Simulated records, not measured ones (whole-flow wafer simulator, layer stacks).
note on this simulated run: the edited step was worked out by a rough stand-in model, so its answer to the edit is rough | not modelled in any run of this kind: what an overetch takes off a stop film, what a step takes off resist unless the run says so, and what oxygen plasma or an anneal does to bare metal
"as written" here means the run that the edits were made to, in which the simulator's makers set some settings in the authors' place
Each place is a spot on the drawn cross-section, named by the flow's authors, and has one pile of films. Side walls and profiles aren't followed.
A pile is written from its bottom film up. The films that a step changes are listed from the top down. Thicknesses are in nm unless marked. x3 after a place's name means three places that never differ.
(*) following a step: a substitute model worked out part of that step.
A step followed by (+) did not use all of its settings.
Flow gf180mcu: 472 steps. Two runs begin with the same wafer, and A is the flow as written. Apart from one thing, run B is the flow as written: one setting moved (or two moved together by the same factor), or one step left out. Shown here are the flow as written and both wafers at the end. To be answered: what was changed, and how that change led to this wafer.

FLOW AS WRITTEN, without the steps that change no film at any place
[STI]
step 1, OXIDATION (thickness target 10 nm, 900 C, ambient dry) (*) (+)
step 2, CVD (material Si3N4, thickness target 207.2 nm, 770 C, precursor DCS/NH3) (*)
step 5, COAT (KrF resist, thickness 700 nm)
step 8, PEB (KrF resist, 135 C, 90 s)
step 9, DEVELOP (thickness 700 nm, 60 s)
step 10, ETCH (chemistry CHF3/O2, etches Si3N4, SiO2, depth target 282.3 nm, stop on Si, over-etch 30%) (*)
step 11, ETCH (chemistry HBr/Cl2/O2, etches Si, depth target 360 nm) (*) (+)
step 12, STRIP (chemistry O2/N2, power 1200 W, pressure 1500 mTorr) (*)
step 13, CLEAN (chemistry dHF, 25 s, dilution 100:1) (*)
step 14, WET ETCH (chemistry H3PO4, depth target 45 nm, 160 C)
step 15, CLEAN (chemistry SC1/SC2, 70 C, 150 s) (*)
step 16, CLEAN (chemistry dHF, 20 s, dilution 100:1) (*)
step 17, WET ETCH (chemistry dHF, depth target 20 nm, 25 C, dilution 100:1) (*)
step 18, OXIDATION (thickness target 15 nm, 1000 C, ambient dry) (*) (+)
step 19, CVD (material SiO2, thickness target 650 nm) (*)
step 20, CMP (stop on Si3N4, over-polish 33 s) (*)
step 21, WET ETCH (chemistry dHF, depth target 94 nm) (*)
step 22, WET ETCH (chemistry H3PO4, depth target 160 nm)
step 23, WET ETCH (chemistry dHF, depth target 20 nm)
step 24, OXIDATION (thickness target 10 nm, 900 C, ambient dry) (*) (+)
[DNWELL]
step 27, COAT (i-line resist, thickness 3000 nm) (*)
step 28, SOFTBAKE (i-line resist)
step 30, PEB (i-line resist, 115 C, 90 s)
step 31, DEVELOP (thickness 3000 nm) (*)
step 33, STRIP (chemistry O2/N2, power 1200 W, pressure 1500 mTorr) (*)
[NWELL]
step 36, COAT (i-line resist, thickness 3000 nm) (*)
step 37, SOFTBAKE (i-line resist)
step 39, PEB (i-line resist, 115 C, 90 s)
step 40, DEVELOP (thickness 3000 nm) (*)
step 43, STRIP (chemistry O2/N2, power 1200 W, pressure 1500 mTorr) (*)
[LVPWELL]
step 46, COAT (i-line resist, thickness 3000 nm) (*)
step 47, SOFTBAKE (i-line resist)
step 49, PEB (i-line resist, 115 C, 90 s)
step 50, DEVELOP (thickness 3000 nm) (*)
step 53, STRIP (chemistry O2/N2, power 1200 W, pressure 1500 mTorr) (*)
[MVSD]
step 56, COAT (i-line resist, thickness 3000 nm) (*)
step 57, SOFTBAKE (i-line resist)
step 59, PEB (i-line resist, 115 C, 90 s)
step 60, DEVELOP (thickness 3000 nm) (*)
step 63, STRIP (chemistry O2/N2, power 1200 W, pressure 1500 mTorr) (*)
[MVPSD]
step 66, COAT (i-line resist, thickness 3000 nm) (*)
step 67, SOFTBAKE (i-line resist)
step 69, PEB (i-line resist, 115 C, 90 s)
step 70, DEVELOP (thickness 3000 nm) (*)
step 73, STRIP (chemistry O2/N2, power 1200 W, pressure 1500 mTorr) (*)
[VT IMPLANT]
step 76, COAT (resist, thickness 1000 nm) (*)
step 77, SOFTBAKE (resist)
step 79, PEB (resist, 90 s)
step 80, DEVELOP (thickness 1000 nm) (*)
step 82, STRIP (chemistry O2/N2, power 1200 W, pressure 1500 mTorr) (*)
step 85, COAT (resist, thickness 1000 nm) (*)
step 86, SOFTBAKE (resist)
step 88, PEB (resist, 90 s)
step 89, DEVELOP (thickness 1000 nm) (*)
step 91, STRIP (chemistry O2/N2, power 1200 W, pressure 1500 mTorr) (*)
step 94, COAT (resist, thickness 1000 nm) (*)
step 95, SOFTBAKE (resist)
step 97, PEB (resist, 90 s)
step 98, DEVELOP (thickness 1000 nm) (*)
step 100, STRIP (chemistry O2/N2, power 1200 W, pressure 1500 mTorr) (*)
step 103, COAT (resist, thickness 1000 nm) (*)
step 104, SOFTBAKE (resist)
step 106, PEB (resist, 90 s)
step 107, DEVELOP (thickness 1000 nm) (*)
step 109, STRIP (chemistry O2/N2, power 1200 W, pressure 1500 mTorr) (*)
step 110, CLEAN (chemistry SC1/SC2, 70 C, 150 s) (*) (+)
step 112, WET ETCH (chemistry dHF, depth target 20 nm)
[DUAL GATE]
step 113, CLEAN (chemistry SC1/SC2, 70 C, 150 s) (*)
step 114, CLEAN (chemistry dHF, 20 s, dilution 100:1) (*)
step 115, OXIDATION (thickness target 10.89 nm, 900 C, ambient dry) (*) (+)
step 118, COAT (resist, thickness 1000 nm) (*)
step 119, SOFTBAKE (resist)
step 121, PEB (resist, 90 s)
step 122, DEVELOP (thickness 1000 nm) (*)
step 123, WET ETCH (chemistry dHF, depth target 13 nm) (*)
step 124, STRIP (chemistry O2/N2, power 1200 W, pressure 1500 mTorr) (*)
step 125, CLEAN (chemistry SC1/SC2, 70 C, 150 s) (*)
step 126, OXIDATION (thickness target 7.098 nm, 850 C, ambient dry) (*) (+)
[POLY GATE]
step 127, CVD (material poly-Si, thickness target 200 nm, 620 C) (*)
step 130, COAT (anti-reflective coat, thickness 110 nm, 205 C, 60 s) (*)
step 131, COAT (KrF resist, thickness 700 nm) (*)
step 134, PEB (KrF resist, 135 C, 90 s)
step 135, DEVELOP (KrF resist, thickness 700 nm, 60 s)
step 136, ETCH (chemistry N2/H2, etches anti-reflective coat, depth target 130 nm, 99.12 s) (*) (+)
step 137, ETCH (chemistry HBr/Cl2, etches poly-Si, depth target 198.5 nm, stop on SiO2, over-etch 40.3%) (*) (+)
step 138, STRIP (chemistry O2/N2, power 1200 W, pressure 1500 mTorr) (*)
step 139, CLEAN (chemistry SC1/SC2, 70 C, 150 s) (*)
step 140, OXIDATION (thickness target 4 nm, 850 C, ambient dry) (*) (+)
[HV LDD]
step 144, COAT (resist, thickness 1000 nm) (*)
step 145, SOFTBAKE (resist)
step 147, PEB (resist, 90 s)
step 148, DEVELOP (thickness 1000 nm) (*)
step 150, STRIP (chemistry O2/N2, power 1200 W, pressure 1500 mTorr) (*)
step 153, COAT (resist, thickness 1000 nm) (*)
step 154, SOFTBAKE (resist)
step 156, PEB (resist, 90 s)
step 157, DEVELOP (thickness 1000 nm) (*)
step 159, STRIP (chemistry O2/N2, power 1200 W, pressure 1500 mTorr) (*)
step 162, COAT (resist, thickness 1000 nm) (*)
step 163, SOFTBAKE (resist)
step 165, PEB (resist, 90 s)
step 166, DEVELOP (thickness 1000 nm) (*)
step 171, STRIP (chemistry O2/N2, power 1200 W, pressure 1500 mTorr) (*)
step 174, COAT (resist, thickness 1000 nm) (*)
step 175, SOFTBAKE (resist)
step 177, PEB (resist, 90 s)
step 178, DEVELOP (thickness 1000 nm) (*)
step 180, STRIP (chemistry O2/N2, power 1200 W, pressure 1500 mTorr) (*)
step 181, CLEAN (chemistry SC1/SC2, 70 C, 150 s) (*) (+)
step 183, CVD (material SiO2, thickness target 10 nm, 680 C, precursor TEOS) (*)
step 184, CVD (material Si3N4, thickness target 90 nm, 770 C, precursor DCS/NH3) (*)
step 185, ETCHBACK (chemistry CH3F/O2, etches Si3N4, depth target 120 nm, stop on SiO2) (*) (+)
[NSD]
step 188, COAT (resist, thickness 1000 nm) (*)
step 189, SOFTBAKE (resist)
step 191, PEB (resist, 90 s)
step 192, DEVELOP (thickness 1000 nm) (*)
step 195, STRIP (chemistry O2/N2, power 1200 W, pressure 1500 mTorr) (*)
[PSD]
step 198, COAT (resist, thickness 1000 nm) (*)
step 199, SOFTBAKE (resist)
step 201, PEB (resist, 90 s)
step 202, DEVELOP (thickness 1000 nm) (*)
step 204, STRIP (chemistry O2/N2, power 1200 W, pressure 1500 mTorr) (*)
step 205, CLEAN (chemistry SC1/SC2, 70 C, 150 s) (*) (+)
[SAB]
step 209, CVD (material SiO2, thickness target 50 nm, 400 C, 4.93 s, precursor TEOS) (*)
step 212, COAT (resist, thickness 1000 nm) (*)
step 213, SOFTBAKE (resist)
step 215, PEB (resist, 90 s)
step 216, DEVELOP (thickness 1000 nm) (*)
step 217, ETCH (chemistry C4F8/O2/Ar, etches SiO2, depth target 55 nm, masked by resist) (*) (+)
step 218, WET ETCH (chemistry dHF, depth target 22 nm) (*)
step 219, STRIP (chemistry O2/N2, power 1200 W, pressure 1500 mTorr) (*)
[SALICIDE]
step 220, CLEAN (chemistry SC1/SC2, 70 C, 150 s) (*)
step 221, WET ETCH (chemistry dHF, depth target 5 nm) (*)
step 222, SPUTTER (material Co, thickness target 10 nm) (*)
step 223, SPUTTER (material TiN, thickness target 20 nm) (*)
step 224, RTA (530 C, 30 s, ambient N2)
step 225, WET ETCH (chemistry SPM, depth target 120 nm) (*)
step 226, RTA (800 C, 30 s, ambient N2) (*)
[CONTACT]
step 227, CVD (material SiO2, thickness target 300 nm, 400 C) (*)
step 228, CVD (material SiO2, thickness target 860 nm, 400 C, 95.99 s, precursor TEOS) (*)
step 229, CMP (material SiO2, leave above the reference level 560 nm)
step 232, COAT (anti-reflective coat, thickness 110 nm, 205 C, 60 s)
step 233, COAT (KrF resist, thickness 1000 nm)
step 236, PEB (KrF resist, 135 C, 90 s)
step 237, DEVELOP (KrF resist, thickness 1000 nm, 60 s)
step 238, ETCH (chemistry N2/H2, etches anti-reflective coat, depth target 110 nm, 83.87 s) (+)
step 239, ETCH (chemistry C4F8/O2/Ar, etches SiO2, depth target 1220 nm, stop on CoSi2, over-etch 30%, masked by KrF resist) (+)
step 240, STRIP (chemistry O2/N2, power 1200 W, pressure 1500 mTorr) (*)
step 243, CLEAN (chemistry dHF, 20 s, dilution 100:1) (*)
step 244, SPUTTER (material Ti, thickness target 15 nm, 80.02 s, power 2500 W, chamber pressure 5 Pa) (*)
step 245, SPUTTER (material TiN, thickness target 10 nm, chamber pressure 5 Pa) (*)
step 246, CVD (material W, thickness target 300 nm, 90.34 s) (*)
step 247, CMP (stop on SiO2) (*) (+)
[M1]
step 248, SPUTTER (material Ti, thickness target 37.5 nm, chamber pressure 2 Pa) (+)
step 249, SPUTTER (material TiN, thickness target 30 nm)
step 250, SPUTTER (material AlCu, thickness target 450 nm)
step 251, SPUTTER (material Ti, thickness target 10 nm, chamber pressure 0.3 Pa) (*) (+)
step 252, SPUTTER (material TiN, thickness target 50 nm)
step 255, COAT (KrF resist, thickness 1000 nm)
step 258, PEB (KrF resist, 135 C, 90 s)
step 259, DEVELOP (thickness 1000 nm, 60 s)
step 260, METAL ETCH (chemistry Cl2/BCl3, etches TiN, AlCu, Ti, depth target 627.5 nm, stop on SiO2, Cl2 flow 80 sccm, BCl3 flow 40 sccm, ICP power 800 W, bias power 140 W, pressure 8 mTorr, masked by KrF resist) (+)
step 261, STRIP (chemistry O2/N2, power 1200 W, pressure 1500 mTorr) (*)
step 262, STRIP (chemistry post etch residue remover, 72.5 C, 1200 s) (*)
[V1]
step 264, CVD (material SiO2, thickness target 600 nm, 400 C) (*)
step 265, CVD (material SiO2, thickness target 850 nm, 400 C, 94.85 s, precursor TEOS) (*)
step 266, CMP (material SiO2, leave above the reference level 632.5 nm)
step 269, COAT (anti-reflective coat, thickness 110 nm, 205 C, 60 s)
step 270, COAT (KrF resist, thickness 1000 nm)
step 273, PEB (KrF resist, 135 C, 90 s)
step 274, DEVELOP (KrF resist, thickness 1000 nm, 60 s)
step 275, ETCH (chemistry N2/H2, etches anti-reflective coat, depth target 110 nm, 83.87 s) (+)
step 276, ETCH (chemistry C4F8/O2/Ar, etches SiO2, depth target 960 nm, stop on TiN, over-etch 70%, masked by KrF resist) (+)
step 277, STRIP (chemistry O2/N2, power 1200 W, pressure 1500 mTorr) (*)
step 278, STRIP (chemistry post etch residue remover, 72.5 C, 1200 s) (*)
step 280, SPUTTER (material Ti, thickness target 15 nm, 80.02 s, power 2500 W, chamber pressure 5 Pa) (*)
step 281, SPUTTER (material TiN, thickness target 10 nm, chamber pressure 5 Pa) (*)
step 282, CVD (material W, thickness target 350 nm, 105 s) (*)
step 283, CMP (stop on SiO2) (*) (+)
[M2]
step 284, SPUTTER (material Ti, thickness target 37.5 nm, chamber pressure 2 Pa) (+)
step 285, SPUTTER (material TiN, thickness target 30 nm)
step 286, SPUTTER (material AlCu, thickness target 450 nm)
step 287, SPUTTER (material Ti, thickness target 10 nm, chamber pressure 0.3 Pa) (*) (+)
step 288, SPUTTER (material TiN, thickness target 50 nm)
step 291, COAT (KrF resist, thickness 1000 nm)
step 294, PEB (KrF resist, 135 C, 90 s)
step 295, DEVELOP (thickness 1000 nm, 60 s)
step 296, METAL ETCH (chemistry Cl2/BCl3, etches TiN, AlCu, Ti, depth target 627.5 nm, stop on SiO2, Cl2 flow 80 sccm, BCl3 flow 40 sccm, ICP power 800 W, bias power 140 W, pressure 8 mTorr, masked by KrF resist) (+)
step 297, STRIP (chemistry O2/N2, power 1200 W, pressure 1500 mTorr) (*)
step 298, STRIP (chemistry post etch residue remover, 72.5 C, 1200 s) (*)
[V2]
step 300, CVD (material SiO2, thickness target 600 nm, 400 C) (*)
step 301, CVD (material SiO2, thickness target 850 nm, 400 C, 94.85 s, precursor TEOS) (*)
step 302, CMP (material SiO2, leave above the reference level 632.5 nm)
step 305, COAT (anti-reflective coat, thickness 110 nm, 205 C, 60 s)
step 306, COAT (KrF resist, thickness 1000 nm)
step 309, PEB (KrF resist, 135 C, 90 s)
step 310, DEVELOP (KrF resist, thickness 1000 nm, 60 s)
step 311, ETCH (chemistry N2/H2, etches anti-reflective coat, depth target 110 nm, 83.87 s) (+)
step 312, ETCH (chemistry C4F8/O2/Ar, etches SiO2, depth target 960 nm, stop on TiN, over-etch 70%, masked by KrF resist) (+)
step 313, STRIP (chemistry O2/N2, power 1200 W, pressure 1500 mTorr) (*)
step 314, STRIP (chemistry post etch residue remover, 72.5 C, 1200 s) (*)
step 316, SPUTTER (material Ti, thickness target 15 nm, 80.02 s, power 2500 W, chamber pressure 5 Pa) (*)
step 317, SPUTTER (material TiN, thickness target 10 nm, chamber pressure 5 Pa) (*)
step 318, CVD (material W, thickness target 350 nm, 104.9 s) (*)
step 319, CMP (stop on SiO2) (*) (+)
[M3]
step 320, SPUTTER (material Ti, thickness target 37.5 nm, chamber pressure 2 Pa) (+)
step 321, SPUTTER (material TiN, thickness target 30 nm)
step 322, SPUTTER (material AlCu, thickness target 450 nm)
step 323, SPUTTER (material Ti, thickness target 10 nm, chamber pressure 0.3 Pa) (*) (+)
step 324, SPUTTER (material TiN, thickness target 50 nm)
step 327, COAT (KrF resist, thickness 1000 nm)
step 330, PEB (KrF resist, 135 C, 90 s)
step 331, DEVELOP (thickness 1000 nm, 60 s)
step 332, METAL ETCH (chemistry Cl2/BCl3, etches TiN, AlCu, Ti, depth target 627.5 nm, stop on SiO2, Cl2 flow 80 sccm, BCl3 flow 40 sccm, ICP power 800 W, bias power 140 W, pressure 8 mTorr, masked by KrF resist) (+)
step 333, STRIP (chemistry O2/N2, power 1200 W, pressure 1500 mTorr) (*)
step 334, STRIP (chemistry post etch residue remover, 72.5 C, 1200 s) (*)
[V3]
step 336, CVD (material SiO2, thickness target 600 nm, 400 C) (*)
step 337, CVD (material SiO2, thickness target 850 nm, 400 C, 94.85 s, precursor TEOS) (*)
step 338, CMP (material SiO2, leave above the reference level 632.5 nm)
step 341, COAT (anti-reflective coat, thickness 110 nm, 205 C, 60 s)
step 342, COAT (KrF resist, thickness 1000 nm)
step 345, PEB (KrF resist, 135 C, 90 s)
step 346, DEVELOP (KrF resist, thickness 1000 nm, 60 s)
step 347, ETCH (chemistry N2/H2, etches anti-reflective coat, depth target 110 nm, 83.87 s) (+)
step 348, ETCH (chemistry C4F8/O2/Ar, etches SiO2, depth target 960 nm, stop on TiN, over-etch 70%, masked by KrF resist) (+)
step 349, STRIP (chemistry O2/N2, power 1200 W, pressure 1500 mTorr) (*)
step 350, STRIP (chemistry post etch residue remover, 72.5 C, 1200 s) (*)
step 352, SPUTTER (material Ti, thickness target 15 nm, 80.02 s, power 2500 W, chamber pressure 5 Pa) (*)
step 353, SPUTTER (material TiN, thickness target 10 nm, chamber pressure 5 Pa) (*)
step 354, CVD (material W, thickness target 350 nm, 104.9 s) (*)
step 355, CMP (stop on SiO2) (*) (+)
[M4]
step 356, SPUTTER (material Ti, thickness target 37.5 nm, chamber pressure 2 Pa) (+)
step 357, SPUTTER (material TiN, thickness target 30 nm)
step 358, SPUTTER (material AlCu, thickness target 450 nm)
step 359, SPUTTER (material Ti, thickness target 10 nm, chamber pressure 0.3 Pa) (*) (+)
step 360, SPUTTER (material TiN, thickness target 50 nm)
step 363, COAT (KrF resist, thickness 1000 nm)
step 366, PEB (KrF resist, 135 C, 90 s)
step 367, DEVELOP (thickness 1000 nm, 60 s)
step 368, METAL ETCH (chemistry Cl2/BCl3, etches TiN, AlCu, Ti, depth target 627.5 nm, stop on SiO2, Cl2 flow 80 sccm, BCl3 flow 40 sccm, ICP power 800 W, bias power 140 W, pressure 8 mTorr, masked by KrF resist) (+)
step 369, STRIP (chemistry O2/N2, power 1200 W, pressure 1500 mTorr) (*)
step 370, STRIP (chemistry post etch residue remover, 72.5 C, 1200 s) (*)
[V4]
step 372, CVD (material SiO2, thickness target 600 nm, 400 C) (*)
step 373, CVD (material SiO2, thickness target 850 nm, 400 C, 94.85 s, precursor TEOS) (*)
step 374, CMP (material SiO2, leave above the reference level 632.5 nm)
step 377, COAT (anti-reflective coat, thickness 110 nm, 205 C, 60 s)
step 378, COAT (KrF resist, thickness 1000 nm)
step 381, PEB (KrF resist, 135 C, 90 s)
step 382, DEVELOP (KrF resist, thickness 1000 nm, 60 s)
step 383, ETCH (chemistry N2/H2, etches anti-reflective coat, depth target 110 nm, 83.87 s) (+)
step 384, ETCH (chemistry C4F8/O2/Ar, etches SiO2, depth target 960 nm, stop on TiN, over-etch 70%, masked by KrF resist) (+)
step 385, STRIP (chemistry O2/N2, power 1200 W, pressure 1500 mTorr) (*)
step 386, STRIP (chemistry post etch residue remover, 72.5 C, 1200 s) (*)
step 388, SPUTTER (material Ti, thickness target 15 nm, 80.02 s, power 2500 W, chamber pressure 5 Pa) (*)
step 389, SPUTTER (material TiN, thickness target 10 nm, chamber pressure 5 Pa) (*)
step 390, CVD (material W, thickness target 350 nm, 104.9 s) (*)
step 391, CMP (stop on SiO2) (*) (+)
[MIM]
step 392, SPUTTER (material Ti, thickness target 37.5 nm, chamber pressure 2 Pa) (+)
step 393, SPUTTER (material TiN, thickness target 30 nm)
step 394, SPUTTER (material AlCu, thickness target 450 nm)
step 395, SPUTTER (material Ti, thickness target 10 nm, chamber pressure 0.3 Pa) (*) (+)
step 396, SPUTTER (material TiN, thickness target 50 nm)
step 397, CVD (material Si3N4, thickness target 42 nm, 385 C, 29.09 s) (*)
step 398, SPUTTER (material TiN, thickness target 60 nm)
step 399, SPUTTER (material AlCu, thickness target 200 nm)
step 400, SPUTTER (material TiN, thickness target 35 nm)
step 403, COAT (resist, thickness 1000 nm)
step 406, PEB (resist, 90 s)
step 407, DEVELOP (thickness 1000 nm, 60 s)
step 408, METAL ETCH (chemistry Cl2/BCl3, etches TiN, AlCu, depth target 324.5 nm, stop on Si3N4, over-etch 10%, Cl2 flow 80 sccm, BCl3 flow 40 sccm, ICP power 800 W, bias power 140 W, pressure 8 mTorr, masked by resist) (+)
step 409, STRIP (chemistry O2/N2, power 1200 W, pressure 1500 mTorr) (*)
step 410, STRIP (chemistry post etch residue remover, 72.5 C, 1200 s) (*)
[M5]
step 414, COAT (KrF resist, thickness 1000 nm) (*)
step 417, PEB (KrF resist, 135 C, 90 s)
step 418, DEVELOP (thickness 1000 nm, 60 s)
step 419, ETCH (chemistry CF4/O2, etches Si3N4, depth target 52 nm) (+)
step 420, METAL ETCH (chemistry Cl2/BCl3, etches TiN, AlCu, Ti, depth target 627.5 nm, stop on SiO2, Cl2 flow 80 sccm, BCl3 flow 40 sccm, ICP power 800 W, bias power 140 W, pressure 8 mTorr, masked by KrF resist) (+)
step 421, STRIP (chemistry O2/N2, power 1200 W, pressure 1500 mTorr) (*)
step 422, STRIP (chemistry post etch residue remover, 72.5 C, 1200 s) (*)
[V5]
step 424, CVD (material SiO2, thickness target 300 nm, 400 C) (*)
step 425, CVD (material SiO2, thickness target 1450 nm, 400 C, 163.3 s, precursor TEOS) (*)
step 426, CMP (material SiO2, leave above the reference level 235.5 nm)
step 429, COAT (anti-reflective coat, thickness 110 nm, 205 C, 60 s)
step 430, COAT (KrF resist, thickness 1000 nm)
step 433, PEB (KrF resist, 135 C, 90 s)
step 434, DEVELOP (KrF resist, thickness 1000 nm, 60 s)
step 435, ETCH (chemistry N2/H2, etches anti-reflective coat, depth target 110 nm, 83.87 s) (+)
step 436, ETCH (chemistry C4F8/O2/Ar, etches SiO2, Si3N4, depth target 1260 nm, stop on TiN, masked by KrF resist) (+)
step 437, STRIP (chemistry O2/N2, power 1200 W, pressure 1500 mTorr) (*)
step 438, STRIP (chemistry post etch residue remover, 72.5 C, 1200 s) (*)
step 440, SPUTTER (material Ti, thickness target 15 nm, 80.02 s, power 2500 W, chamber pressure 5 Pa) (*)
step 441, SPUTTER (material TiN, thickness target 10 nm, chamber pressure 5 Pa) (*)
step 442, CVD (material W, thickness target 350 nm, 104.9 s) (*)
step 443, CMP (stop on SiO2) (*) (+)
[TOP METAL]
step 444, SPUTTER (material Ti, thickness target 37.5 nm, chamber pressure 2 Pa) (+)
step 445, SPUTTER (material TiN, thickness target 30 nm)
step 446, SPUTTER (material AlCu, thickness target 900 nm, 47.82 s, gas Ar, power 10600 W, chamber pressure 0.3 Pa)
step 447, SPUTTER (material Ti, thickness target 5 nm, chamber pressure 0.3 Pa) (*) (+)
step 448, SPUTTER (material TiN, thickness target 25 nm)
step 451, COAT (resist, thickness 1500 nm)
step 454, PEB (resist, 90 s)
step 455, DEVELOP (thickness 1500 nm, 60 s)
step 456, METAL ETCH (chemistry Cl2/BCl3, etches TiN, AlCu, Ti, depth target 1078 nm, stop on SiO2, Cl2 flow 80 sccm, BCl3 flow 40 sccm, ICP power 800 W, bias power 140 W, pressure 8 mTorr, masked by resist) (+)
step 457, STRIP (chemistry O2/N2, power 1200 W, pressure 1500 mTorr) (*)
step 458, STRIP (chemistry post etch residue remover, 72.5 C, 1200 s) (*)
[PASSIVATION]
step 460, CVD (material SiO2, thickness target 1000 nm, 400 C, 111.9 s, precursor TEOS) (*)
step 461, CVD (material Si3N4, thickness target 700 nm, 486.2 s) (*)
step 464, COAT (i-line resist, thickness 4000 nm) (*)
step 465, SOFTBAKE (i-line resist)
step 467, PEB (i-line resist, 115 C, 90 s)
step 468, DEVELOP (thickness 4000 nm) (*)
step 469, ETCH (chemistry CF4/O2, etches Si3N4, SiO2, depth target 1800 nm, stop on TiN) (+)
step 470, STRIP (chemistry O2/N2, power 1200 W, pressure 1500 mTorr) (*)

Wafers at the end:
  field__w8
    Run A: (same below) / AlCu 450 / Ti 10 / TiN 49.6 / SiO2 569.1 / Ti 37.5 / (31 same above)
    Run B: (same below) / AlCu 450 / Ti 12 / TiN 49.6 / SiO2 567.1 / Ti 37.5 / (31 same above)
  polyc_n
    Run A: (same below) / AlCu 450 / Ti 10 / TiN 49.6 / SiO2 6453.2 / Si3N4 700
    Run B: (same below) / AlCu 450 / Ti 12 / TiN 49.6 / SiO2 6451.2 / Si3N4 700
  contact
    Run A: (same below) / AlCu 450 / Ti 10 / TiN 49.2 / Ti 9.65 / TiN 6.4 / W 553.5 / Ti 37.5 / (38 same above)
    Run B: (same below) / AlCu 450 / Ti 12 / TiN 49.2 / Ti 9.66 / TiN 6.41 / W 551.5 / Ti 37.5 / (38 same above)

Cause: step 251, SPUTTER: thickness target 12 nm was run, while the flow as written has thickness target 10 nm.
The wafer itself shows it: field__w8 has Ti 12, and step 251 as written asks for 10 nm.

Step by step, how the change led to this:
  step 251, SPUTTER (material Ti, thickness target 10 nm, chamber pressure 0.3 Pa) (*) (+)
      field, field__w1, field__w2 and 108 more: A Ti gains 10 (new film) | B Ti gains 12 (new film)
  step 260, METAL ETCH (chemistry Cl2/BCl3, etches TiN, AlCu, Ti, depth target 627.5 nm, stop on SiO2, Cl2 flow 80 sccm, BCl3 flow 40 sccm, ICP power 800 W, bias power 140 W, pressure 8 mTorr, masked by KrF resist) (+)
      field, field__w1, field__w2 and 99 more: A TiN loses 50 (all of it), Ti loses 10 (all of it), AlCu loses 450 (all of it), TiN loses 30 (all of it), Ti loses 37.5 (all of it) | B TiN loses 50 (all of it), Ti loses 12 (all of it), AlCu loses 450 (all of it), TiN loses 30 (all of it), Ti loses 37.5 (all of it)
